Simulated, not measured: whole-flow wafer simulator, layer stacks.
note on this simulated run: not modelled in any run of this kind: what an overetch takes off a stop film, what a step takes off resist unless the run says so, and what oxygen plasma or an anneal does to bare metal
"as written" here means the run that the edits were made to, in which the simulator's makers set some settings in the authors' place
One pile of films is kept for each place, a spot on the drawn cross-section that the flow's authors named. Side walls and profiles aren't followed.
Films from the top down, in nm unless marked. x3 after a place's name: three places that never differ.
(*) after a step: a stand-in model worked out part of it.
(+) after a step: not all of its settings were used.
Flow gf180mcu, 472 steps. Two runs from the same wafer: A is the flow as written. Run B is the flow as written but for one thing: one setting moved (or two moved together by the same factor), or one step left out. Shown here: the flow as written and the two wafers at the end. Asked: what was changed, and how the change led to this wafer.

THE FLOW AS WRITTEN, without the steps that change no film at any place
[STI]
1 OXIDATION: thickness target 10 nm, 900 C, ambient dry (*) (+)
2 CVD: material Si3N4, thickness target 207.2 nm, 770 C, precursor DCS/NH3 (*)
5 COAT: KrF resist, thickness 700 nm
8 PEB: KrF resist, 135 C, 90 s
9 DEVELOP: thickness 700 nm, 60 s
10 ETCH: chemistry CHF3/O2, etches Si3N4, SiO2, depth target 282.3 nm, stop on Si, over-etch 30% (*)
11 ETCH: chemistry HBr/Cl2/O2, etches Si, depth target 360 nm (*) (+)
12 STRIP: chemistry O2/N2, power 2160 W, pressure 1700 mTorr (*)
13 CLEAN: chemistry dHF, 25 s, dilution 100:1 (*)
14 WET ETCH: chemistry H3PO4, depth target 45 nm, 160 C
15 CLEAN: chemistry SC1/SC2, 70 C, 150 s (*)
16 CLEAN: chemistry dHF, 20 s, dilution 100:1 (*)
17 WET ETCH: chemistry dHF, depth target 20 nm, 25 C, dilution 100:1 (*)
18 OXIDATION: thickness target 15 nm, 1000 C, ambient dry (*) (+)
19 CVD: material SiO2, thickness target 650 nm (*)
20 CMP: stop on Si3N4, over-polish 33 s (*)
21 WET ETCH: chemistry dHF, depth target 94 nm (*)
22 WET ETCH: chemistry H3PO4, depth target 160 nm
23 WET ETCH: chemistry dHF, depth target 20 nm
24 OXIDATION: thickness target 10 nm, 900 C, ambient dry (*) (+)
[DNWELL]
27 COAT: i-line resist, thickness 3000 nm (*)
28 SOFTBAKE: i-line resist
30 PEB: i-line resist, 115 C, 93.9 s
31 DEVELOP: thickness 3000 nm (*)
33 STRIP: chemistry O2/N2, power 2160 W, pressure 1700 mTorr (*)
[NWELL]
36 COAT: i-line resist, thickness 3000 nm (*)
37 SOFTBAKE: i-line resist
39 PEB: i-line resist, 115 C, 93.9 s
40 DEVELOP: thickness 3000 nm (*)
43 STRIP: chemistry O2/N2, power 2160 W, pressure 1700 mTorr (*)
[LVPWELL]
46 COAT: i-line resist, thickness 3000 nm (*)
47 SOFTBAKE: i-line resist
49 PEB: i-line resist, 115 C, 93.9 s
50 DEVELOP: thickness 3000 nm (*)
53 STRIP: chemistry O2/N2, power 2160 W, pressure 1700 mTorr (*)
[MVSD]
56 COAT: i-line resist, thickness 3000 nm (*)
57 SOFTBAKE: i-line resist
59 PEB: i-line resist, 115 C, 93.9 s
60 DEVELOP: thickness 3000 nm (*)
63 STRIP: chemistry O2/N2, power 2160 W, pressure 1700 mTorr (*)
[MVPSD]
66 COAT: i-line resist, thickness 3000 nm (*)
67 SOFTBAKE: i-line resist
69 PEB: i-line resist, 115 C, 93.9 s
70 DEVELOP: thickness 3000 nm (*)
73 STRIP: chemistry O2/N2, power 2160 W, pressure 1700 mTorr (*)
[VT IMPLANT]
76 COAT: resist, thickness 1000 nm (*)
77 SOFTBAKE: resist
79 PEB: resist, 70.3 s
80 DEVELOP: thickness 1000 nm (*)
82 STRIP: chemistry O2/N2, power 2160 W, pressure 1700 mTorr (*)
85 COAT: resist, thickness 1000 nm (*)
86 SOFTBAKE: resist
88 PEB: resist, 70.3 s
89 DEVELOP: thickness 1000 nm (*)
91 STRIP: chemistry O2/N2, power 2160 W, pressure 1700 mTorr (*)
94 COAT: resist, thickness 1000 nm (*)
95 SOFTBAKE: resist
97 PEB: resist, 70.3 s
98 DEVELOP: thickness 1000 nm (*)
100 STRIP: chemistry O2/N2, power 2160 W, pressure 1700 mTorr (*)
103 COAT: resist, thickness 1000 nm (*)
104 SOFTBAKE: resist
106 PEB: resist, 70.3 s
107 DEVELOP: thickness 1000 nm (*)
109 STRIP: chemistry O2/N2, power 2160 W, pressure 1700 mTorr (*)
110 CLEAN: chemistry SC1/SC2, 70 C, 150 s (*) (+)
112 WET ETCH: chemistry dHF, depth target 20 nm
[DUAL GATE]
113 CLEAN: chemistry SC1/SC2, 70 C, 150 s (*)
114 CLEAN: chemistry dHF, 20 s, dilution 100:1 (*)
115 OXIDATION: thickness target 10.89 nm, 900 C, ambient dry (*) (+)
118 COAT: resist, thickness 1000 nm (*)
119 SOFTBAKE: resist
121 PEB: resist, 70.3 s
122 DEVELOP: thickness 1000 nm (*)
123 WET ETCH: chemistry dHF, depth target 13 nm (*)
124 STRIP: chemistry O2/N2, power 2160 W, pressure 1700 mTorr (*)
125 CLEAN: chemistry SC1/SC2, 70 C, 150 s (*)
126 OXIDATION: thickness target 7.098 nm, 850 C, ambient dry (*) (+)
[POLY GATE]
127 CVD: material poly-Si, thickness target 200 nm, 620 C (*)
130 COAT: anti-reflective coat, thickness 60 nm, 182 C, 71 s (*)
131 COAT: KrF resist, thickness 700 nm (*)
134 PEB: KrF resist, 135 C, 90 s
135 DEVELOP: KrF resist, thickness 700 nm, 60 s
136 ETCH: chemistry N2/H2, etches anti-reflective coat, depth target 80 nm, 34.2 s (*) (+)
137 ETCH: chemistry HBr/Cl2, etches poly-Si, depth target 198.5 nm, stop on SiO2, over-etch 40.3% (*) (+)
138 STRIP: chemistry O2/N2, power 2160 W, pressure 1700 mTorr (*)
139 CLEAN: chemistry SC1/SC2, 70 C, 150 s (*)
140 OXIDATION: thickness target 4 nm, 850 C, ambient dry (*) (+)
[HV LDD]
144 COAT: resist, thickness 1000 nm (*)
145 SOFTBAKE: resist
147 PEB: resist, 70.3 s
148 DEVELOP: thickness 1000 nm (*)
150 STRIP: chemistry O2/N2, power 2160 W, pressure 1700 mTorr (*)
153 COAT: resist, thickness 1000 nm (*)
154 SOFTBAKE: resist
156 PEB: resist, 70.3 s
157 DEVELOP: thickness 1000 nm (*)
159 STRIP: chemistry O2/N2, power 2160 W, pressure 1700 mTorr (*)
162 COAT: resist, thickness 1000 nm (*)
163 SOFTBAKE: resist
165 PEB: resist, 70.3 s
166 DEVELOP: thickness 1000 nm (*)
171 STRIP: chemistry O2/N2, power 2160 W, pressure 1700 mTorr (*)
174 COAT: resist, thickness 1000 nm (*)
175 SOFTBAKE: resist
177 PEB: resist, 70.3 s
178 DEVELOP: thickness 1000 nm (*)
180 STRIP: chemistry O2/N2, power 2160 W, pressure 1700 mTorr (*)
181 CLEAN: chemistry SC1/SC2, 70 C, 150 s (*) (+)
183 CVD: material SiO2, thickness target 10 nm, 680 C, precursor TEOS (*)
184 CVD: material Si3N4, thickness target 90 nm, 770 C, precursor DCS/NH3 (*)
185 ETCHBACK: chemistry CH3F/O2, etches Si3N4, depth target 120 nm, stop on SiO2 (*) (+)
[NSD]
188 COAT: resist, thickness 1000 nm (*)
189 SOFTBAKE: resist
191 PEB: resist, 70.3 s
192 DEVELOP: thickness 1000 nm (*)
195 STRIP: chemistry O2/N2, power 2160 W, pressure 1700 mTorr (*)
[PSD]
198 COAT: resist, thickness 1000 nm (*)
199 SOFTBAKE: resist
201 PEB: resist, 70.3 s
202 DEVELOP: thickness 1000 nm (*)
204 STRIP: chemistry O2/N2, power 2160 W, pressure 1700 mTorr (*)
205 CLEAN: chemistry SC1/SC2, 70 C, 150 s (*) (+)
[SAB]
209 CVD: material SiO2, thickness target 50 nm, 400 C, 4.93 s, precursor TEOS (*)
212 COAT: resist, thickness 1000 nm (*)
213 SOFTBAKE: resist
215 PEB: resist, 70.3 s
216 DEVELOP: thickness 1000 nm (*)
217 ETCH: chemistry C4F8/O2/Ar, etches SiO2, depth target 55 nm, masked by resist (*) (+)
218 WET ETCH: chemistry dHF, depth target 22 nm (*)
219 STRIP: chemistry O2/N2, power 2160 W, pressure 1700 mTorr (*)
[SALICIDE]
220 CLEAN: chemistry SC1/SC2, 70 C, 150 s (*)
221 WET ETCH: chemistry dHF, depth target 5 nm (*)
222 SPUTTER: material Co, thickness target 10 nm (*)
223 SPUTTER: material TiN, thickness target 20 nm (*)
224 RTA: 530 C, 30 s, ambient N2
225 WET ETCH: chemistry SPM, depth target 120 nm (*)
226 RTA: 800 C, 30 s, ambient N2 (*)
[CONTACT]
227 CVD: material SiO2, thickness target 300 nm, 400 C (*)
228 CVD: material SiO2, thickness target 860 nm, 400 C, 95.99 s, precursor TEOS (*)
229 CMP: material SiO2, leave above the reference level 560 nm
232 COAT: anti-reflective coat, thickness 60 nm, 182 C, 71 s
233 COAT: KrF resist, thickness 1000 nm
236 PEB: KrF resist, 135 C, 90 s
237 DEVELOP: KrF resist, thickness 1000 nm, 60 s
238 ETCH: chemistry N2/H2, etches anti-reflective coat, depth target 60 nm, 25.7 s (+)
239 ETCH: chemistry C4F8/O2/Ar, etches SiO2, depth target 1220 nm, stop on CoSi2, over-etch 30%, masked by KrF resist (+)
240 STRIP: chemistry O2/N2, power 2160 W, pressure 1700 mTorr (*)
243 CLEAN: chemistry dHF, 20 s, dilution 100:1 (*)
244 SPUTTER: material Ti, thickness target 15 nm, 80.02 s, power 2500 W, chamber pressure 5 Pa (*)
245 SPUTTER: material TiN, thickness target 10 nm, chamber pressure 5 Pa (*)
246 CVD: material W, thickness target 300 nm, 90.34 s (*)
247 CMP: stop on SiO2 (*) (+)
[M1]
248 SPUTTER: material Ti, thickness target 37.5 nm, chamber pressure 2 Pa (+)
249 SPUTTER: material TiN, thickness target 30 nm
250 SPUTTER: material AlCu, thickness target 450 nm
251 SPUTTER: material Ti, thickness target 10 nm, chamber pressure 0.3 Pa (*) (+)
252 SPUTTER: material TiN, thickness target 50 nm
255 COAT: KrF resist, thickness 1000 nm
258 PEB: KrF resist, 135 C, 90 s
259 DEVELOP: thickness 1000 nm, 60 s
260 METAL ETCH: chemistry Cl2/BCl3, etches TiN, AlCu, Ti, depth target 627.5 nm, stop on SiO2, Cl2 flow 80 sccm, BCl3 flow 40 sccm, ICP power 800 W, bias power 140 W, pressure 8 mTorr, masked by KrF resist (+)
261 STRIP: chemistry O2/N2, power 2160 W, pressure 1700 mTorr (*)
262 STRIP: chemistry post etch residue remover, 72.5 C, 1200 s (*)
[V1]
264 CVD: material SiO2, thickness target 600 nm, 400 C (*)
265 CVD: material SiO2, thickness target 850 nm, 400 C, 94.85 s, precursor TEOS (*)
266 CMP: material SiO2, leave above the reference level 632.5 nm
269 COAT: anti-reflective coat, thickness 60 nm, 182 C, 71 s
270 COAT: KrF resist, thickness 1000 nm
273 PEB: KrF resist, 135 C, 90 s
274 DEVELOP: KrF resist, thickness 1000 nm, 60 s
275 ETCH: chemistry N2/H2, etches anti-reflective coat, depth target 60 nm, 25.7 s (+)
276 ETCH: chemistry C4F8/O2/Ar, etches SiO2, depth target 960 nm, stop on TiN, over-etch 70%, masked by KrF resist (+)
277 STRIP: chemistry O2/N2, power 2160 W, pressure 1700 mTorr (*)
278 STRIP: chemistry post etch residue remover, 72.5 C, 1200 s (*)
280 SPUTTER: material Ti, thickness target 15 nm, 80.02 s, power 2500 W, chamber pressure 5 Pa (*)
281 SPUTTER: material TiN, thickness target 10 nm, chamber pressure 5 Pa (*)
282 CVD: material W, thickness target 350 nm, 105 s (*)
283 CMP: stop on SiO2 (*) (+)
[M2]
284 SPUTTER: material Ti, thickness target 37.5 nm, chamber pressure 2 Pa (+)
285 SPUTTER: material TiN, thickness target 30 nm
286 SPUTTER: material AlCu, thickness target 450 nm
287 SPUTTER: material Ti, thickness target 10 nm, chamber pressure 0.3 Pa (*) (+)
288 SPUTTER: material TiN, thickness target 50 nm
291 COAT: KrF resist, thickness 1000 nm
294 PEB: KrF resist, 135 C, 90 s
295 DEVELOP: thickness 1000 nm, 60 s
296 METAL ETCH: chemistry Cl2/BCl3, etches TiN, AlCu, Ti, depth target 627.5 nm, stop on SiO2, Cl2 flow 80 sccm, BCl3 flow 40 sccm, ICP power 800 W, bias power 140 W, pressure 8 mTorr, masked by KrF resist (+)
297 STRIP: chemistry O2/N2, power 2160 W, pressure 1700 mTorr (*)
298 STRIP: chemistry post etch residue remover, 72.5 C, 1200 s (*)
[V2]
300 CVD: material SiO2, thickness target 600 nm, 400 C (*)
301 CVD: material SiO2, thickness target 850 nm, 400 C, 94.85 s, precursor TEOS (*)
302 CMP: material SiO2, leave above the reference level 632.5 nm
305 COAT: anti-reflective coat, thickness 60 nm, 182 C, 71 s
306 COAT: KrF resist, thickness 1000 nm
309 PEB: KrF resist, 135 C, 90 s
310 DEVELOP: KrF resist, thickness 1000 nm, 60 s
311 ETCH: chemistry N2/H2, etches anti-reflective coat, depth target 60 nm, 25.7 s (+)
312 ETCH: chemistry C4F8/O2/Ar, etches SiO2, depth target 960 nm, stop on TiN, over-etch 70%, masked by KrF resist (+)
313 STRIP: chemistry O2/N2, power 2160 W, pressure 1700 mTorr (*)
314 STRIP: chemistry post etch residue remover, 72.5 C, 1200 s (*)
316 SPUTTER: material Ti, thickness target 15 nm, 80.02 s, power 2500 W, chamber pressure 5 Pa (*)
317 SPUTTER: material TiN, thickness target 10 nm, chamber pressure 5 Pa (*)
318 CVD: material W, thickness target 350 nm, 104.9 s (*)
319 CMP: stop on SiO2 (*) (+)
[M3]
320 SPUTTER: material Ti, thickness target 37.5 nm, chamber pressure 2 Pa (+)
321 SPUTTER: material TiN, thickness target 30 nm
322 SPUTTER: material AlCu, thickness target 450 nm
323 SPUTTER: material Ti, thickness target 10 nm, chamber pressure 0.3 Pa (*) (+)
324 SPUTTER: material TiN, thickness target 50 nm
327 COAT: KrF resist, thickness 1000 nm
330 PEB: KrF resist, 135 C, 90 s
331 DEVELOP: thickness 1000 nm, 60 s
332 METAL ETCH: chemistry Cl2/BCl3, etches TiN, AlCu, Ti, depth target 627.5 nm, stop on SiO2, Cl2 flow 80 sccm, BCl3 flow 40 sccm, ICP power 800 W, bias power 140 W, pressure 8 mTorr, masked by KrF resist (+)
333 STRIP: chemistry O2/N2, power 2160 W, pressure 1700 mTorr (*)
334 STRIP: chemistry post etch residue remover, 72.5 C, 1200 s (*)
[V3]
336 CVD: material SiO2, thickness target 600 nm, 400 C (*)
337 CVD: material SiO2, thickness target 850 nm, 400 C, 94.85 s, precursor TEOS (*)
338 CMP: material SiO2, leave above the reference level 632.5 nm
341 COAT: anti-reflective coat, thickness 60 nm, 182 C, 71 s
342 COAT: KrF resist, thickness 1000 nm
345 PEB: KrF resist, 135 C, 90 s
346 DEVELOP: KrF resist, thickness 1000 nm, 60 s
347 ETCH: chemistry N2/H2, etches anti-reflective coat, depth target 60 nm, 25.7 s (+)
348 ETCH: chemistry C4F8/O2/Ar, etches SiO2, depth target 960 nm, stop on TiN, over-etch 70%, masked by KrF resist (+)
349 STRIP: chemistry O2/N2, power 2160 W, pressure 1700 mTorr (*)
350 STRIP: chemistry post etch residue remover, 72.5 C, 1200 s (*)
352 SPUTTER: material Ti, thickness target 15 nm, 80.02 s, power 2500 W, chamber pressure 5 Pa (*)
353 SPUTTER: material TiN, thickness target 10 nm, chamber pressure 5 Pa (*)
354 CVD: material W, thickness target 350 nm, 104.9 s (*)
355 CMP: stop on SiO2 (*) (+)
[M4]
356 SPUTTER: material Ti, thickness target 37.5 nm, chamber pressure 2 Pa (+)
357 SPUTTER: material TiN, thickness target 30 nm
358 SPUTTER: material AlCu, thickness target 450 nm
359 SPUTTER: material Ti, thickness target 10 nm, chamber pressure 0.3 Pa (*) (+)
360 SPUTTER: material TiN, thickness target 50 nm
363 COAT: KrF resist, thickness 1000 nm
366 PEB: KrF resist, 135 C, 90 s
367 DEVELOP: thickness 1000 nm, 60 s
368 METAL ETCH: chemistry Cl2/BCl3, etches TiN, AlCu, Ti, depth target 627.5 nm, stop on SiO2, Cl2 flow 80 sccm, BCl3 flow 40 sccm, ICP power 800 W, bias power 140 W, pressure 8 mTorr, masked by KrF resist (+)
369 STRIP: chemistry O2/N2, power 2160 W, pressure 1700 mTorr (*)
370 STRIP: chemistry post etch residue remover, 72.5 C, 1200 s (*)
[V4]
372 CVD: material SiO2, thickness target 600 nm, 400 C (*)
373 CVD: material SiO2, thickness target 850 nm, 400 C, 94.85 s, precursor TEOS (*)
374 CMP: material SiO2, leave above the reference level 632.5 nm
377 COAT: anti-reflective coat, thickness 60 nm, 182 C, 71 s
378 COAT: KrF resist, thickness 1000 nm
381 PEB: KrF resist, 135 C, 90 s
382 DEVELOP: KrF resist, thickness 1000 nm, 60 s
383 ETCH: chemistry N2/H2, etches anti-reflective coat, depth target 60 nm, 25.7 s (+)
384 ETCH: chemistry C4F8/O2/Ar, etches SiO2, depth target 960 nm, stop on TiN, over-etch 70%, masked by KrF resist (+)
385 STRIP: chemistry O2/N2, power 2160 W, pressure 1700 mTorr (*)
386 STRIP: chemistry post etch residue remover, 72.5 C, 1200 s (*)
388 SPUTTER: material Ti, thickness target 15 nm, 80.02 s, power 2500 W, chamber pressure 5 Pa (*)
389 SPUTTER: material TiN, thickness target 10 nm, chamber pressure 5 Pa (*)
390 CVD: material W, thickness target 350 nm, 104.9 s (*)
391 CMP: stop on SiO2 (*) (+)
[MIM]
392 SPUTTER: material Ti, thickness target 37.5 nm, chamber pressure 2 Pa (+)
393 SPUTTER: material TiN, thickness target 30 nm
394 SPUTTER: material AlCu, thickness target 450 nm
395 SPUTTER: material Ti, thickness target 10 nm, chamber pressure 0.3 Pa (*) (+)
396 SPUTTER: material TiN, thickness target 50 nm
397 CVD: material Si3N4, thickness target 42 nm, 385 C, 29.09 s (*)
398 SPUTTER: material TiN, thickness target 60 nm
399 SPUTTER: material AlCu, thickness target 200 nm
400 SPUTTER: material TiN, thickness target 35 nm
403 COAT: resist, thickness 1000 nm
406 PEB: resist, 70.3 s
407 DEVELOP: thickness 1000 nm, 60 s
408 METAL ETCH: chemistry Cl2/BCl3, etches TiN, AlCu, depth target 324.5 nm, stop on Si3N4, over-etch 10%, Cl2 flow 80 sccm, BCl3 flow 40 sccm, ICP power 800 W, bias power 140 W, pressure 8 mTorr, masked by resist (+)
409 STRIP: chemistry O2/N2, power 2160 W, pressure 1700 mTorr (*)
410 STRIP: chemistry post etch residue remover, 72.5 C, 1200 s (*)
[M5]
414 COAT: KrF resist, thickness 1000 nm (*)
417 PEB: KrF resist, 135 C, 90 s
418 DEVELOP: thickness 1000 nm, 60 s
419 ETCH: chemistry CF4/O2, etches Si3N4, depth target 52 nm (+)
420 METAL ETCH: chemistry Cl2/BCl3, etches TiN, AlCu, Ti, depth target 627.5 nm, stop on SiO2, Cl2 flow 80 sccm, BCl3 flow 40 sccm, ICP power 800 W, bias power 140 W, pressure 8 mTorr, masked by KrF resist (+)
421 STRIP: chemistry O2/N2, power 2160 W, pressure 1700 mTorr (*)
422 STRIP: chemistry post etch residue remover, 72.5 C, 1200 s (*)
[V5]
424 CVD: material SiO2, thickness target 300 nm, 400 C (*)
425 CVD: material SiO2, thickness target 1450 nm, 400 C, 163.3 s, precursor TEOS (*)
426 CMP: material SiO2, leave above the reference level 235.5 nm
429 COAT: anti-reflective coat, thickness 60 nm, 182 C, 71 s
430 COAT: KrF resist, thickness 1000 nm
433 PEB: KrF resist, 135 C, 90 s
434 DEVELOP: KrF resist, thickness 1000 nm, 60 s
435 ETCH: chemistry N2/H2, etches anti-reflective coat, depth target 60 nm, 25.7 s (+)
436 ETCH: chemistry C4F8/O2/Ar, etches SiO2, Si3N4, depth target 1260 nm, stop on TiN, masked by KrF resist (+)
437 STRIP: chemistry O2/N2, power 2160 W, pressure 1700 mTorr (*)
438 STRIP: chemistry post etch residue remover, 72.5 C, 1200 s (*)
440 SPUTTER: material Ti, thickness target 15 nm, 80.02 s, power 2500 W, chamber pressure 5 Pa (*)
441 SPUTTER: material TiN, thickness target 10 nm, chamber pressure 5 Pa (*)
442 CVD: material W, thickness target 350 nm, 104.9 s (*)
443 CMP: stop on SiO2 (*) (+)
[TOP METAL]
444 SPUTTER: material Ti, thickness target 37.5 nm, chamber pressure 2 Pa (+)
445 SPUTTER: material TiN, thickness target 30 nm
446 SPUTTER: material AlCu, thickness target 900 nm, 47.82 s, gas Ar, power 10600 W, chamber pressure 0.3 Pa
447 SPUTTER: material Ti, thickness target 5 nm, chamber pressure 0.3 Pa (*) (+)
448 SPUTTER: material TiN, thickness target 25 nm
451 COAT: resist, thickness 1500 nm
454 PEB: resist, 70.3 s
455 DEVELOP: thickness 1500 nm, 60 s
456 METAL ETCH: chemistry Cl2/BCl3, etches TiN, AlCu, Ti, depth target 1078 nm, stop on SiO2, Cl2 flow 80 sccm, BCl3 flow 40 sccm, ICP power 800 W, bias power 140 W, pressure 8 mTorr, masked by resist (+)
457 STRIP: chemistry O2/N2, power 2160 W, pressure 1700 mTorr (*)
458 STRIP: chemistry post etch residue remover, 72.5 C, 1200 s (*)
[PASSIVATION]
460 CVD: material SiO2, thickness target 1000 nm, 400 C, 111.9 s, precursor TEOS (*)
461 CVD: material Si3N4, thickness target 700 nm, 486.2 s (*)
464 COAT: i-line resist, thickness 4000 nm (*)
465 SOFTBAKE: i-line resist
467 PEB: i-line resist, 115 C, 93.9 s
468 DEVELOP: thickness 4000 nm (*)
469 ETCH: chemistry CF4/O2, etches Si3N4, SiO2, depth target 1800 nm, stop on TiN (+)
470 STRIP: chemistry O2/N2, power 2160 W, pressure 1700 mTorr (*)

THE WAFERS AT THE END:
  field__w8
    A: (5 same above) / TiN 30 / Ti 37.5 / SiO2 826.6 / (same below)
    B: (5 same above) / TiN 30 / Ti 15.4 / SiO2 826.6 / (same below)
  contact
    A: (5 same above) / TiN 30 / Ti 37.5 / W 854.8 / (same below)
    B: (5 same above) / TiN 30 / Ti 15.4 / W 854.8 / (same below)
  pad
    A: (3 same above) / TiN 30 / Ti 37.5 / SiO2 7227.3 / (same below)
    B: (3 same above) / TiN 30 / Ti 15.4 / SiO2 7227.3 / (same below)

The cause: step 444, SPUTTER: thickness target 15.4 nm was run, where the flow has thickness target 37.5 nm.
It can be read off the wafer: field__w8 has Ti 15.4, and step 444 as written asks for 37.5 nm.

How the change led to this, step by step:
  444 SPUTTER: material Ti, thickness target 37.5 nm, chamber pressure 2 Pa (+)
      field, field__w1, field__w2 and 109 more: A Ti +37.5 (new film) | B Ti +15.4 (new film)
  456 METAL ETCH: chemistry Cl2/BCl3, etches TiN, AlCu, Ti, depth target 1078 nm, stop on SiO2, Cl2 flow 80 sccm, BCl3 flow 40 sccm, ICP power 800 W, bias power 140 W, pressure 8 mTorr, masked by resist (+)
      field, field__w1, field__w2 and 103 more: A TiN -25 (all of it), Ti -5 (all of it), AlCu -900 (all of it), TiN -30 (all of it), Ti -37.5 (all of it) | B TiN -25 (all of it), Ti -5 (all of it), AlCu -900 (all of it), TiN -30 (all of it), Ti -15.4 (all of it)
  465 SOFTBAKE: i-line resist
      field__w2, field_sub__w4: A i-line resist +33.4 | B i-line resist +32.3
      field__w11, field__w13: A i-line resist +37.6 | B i-line resist +36.4
      (and at 59 more places)
